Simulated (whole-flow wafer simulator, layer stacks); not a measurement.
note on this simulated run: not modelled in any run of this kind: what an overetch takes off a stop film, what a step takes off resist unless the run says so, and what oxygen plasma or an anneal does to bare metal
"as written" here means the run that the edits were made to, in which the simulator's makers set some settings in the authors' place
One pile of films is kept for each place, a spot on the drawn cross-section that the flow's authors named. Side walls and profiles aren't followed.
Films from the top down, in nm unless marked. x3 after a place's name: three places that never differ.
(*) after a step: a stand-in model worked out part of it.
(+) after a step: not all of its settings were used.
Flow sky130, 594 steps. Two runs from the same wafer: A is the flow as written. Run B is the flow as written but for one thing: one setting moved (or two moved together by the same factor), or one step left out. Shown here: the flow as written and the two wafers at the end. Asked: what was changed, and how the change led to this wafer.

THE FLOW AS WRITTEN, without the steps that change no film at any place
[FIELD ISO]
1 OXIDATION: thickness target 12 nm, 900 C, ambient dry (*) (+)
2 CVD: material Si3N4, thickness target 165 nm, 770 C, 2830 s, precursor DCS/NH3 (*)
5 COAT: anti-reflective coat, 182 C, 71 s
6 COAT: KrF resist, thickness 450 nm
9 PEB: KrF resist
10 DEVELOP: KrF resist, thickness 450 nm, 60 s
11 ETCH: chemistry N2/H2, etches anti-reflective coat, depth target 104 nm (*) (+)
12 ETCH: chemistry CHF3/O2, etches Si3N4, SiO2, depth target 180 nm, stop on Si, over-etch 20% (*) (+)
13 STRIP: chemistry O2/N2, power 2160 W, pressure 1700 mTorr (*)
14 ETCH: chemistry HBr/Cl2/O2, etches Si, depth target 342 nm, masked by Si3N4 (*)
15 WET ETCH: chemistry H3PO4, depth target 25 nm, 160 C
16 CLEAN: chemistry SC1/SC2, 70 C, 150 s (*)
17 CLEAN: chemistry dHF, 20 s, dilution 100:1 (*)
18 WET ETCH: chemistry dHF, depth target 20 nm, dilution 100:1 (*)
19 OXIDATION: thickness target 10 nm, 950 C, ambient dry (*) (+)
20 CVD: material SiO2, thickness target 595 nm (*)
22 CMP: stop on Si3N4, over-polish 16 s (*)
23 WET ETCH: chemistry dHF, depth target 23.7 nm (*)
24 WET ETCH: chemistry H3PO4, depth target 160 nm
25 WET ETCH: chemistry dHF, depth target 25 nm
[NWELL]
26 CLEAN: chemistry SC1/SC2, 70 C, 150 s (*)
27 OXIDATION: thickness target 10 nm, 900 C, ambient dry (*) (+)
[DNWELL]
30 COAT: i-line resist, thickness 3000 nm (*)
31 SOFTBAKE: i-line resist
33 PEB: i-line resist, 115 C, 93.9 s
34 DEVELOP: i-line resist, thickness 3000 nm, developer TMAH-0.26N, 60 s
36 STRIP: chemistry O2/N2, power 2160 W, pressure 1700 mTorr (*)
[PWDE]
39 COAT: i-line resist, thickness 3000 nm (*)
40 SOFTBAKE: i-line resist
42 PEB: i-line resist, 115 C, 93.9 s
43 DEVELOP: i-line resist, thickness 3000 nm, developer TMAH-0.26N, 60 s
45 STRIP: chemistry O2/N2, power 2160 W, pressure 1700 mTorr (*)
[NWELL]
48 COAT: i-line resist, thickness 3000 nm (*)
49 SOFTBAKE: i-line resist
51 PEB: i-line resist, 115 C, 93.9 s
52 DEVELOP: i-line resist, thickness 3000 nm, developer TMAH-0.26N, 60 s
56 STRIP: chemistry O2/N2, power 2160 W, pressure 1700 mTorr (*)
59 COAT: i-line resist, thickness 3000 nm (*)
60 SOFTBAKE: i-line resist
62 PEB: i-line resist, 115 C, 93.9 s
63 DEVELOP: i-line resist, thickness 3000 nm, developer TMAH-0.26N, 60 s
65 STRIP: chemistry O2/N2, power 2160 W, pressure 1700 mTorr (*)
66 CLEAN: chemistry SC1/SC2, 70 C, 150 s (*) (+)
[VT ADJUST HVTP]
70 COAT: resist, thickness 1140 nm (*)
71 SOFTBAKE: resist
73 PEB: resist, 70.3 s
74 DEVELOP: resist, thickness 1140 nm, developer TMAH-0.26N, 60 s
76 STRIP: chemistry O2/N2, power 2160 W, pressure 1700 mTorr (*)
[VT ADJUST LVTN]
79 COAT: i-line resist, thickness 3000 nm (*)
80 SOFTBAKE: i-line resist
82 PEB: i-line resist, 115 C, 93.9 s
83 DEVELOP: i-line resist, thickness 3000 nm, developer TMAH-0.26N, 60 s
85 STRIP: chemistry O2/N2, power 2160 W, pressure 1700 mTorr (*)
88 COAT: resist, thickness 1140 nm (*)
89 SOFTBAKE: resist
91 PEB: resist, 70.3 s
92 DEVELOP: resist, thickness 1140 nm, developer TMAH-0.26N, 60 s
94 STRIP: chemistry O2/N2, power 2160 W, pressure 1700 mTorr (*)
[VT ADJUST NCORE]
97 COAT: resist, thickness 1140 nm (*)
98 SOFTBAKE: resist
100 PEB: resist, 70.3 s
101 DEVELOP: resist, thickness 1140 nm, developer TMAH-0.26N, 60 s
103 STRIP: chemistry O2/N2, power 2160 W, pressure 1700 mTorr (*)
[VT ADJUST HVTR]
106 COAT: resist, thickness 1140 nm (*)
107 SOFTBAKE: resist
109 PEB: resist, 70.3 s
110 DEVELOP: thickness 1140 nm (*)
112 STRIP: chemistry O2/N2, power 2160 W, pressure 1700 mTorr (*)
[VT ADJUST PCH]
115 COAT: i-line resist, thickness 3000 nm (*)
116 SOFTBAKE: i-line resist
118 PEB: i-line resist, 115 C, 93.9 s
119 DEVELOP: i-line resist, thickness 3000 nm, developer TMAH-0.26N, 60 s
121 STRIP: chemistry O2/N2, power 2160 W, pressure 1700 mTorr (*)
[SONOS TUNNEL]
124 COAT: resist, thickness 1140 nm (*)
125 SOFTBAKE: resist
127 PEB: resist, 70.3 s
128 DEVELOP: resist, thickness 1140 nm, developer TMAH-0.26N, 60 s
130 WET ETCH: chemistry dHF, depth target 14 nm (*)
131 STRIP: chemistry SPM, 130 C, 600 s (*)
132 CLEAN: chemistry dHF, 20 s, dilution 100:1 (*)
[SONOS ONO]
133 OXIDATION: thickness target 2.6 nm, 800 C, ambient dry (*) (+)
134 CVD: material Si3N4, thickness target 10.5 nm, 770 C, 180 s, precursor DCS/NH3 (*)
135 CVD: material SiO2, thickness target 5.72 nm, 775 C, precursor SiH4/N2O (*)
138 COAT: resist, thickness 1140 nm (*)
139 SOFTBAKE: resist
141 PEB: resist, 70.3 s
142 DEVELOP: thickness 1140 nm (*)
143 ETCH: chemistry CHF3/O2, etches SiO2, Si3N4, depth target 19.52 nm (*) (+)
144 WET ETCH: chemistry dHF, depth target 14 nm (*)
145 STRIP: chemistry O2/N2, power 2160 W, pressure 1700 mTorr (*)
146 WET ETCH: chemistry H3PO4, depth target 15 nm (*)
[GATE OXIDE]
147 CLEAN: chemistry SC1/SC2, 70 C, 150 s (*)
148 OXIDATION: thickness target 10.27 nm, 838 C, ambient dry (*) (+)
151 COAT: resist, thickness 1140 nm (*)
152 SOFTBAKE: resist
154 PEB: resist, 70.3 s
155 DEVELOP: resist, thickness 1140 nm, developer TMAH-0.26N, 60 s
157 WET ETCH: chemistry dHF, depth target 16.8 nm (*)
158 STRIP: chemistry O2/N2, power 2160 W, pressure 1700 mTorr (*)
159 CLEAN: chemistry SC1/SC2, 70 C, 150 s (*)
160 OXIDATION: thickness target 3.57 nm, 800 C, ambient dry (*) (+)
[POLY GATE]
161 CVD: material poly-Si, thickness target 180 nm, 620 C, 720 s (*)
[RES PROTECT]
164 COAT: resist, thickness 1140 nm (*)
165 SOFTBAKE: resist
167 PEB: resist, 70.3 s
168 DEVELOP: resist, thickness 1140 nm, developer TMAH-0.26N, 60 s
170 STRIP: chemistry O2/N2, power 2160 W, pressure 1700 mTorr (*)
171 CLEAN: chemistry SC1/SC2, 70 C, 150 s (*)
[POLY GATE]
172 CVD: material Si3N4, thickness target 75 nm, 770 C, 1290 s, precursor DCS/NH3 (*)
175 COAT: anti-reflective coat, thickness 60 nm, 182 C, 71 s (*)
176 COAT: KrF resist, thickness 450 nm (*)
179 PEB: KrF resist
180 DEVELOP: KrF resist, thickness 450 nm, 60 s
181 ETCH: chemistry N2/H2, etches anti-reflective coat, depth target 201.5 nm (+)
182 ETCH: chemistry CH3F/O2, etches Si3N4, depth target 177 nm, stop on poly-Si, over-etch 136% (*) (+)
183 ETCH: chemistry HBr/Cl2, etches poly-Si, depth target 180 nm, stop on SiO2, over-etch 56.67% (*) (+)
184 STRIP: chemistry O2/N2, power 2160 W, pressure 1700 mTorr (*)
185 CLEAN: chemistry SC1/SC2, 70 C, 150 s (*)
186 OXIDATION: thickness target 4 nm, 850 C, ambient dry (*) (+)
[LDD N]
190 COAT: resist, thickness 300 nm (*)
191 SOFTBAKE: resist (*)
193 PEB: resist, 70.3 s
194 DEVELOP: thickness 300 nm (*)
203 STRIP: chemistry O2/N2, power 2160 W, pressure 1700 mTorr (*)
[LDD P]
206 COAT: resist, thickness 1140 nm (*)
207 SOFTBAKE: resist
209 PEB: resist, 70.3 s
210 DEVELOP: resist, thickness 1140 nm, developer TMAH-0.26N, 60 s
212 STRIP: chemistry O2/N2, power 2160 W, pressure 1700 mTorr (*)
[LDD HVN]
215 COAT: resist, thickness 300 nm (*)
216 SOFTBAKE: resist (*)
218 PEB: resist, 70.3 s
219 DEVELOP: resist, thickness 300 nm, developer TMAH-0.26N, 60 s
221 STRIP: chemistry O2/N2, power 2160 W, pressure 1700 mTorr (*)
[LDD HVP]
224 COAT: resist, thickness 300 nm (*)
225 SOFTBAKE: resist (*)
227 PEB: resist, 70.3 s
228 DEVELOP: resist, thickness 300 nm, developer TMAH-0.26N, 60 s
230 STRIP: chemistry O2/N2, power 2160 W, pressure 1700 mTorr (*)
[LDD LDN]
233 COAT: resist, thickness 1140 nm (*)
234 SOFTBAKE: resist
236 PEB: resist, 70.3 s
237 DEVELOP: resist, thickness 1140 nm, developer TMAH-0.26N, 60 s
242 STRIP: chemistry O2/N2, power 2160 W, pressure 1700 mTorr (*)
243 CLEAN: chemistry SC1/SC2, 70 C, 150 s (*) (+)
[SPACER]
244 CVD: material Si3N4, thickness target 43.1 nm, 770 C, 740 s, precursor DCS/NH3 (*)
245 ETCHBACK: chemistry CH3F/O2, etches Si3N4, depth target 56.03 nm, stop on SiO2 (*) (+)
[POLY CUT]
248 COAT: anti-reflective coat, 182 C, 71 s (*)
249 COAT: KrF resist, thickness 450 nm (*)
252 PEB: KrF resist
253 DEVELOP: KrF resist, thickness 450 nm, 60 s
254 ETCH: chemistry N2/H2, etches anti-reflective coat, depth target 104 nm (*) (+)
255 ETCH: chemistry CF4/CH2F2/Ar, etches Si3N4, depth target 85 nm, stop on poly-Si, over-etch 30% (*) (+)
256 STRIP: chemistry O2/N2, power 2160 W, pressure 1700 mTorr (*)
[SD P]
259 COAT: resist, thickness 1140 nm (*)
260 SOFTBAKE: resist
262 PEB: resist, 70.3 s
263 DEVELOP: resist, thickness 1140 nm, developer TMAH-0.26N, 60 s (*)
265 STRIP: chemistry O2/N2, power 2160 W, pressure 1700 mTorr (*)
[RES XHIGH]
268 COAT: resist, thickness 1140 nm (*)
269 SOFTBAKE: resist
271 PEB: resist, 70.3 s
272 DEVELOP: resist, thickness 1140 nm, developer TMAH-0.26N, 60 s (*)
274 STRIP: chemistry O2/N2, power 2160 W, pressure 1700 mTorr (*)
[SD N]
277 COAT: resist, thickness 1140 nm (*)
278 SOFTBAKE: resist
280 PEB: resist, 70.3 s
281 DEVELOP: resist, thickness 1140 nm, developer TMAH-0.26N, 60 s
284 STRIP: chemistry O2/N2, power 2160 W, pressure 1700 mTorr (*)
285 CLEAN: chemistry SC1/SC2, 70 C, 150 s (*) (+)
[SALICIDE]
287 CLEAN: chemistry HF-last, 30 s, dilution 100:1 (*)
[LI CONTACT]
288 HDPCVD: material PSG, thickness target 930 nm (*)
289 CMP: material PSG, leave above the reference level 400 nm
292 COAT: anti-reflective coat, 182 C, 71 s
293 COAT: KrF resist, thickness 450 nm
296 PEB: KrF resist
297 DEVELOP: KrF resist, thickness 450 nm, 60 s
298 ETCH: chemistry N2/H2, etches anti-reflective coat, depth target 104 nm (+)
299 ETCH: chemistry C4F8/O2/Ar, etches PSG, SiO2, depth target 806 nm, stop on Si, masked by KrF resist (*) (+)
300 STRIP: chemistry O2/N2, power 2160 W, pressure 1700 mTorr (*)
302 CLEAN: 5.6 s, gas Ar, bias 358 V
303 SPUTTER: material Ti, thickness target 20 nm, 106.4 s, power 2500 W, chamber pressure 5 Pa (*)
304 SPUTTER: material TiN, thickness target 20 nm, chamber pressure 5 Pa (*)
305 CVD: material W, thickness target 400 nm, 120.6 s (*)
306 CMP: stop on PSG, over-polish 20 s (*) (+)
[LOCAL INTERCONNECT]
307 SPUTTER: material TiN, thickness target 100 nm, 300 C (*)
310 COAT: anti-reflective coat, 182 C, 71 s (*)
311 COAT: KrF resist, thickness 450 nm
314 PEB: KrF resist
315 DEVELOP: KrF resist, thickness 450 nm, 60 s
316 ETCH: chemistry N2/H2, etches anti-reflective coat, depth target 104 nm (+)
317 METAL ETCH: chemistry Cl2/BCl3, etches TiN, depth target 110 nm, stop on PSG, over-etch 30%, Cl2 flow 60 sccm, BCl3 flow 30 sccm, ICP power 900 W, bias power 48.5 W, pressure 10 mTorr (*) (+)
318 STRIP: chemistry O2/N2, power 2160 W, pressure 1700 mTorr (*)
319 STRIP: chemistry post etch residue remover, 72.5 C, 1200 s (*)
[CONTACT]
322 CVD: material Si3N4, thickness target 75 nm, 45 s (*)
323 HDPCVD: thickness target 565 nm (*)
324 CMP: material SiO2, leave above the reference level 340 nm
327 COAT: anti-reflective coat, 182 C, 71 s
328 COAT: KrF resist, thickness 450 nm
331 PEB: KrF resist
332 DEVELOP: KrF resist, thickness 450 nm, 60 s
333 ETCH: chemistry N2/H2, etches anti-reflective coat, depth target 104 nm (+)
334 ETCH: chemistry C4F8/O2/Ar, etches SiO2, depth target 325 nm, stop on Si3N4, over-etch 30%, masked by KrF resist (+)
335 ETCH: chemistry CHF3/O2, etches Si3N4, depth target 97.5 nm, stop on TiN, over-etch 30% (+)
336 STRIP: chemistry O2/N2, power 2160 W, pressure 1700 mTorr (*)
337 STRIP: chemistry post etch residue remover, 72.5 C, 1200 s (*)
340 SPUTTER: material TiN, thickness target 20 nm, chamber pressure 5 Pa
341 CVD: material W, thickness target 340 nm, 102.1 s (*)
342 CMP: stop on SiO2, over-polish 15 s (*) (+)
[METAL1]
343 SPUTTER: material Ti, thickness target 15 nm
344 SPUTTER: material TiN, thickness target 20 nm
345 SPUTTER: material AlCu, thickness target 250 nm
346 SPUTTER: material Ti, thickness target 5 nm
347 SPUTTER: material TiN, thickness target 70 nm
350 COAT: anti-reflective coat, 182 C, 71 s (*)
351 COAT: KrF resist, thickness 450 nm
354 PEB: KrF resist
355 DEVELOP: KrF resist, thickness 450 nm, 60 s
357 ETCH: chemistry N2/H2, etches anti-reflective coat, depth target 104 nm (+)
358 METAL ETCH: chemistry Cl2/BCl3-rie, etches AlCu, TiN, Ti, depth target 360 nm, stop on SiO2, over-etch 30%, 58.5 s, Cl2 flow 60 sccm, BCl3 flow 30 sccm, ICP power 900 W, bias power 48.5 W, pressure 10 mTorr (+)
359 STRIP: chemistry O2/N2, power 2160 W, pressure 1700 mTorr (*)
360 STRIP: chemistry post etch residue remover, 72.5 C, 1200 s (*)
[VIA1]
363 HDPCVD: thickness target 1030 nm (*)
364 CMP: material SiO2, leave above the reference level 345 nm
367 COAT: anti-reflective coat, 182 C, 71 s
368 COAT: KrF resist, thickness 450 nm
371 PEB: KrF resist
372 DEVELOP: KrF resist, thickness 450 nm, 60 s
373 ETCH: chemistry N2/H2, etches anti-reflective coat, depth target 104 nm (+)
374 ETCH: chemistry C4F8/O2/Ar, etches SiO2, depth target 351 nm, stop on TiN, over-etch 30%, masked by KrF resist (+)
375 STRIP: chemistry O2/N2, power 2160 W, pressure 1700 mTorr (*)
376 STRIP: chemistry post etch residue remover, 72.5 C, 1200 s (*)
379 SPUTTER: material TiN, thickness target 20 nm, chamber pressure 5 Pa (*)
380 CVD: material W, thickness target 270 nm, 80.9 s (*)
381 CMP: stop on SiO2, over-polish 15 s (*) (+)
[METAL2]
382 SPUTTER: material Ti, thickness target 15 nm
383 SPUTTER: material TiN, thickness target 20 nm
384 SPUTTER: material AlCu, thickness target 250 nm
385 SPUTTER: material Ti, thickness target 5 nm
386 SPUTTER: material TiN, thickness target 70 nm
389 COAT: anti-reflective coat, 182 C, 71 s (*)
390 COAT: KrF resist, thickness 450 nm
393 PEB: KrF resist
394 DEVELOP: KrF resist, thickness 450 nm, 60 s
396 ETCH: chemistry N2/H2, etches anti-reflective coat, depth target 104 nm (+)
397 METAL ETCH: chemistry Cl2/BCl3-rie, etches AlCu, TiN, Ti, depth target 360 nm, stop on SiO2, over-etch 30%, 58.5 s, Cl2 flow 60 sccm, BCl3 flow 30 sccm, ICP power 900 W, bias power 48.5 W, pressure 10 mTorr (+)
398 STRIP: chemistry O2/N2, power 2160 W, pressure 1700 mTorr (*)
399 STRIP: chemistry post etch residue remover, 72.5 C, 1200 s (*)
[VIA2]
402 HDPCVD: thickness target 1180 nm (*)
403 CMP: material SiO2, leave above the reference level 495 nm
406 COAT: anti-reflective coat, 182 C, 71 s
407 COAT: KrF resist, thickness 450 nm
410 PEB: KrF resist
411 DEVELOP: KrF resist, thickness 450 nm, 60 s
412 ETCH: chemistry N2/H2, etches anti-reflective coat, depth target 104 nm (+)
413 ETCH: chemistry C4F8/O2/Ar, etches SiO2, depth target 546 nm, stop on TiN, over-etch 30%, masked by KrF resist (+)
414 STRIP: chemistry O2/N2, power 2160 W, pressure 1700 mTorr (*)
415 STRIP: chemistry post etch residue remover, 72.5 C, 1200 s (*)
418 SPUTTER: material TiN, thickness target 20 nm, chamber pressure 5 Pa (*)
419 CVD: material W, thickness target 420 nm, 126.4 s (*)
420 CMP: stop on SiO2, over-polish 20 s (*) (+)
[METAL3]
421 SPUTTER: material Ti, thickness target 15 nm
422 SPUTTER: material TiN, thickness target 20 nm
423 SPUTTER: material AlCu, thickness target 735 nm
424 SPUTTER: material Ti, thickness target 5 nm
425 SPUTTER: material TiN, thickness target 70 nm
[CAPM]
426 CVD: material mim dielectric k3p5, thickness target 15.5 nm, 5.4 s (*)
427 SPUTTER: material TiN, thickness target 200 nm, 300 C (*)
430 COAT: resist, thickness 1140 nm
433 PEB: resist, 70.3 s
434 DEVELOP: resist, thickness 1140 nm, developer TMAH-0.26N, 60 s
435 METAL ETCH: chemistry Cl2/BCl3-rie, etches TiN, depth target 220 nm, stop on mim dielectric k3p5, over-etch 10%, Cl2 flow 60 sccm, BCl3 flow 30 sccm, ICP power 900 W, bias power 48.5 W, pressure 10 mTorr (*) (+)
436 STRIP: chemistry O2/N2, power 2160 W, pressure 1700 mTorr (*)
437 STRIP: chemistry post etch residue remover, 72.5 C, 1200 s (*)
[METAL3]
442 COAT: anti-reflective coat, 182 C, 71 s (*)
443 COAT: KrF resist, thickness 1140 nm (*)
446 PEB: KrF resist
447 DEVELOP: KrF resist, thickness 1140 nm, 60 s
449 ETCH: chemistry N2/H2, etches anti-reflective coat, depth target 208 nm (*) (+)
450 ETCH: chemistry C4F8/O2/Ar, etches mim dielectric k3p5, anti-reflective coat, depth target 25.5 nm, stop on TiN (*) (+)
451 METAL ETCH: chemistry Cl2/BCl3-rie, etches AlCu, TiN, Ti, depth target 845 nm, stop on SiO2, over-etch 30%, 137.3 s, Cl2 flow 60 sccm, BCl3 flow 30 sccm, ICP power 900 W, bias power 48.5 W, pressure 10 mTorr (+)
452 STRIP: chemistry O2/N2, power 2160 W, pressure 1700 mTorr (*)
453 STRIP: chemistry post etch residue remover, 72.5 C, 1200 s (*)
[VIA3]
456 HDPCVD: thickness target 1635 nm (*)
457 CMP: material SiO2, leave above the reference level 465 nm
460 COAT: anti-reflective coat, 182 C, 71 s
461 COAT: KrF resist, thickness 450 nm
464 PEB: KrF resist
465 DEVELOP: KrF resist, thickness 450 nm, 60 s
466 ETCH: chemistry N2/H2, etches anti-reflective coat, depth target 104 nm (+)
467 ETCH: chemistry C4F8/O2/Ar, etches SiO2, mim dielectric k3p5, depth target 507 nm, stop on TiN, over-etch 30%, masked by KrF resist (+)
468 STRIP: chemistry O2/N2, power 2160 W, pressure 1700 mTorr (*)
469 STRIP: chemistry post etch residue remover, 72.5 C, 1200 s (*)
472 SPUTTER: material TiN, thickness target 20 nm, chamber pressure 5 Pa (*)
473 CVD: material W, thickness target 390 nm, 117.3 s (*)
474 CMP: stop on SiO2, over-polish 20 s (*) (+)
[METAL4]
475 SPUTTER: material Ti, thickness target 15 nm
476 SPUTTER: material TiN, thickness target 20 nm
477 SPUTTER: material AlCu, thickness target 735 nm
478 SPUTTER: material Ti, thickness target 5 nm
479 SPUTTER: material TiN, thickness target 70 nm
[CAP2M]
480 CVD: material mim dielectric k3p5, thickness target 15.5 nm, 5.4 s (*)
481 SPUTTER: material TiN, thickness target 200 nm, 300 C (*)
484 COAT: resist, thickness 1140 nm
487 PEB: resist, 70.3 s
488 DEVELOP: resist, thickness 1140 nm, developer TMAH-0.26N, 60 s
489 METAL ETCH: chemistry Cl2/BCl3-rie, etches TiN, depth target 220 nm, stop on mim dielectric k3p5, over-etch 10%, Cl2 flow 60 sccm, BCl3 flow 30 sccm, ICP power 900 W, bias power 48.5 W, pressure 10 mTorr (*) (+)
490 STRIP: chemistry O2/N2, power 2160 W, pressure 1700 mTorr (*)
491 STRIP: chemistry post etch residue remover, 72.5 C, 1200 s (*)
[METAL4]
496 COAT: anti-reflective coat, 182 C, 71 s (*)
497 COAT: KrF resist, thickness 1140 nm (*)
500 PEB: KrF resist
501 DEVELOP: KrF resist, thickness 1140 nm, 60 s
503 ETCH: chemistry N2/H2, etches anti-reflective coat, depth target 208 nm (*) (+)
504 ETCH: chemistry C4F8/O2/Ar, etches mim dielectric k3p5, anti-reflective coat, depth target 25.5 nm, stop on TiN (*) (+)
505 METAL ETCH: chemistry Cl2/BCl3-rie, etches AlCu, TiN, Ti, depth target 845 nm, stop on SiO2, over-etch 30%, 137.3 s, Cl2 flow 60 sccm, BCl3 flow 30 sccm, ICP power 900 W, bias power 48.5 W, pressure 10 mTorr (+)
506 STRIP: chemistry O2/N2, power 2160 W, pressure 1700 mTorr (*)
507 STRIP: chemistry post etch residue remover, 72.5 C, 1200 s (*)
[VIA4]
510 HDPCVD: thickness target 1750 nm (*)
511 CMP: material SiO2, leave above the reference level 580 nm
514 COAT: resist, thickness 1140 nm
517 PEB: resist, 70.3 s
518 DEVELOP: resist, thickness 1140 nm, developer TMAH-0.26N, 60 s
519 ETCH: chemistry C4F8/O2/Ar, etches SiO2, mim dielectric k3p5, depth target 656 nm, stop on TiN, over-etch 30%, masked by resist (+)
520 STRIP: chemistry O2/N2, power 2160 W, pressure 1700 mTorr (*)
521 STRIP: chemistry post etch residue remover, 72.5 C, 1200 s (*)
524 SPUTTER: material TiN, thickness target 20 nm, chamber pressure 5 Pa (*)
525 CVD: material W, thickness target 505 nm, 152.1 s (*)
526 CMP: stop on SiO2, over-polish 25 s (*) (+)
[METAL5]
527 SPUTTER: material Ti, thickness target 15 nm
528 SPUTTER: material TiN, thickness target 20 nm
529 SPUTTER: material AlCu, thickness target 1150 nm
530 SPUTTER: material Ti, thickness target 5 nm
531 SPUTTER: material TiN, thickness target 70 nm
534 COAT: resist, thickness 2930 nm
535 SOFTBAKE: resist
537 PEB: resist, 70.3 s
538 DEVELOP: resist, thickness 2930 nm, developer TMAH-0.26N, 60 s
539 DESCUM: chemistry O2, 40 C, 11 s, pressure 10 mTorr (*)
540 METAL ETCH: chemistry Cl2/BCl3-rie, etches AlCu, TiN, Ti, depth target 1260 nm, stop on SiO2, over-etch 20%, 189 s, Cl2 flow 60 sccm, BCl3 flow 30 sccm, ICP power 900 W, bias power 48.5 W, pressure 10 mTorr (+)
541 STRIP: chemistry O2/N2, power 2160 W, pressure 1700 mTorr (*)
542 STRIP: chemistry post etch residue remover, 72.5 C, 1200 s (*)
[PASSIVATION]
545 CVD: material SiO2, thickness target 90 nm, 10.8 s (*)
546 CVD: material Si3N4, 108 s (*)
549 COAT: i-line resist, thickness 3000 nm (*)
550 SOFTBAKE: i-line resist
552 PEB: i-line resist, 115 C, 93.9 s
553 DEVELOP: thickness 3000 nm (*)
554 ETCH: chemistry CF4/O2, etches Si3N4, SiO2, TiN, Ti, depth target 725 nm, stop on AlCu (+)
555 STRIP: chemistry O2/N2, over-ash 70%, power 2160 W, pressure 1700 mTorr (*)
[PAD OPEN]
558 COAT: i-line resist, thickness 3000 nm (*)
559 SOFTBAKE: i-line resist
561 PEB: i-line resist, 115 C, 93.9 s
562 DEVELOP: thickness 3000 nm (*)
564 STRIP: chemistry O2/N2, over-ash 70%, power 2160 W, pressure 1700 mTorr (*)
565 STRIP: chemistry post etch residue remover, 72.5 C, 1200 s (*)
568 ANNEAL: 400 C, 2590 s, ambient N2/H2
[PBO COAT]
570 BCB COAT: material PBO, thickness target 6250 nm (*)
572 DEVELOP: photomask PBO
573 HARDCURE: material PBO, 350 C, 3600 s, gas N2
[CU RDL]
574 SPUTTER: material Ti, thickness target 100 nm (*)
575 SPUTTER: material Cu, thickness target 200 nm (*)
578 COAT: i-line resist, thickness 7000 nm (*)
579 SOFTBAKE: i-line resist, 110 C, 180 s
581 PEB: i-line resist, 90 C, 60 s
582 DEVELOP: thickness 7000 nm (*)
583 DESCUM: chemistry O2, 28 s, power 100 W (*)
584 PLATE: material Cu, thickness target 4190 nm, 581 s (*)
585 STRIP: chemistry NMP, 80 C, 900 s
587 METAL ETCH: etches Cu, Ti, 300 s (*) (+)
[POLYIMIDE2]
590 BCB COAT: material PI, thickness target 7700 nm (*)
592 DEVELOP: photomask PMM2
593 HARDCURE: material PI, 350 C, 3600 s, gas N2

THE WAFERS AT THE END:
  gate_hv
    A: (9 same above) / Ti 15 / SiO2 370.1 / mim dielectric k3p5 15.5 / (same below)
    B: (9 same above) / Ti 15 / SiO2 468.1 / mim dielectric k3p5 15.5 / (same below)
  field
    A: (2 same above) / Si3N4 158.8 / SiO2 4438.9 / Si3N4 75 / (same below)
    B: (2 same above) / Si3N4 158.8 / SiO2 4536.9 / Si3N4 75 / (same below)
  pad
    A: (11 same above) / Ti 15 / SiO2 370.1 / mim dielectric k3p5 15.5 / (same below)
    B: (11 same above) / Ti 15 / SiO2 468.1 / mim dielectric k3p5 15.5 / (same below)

The cause: step 457, CMP: leave above the reference level 563 nm was run, where the flow has leave above the reference level 465 nm.

How the change led to this, step by step:
  457 CMP: material SiO2, leave above the reference level 465 nm
      n_well, p_well, gate_hv and 99 more: A SiO2 -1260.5 | B SiO2 -1162.5
      field, active, gate and 82 more: A SiO2 -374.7 | B SiO2 -276.7
      (and at 5 more places)
  467 ETCH: chemistry C4F8/O2/Ar, etches SiO2, mim dielectric k3p5, depth target 507 nm, stop on TiN, over-etch 30%, masked by KrF resist (+)
      m1: A SiO2 -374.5 (all of it), mim dielectric k3p5 -15.5 (all of it) | B SiO2 -472.5 (all of it), mim dielectric k3p5 -15.5 (all of it)
      via3_hole: A SiO2 -373.9 (all of it), mim dielectric k3p5 -15.5 (all of it) | B SiO2 -471.9 (all of it), mim dielectric k3p5 -15.5 (all of it)
  472 SPUTTER: material TiN, thickness target 20 nm, chamber pressure 5 Pa (*)
      m1: A TiN +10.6 | B TiN +9.32
      via3_hole: A TiN +10.6 | B TiN +9.31
  473 CVD: material W, thickness target 390 nm, 117.3 s (*)
      m1: A W +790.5 (new film) | B W +889.7 (new film)
      via3_hole: A W +789.9 (new film) | B W +889.1 (new film)
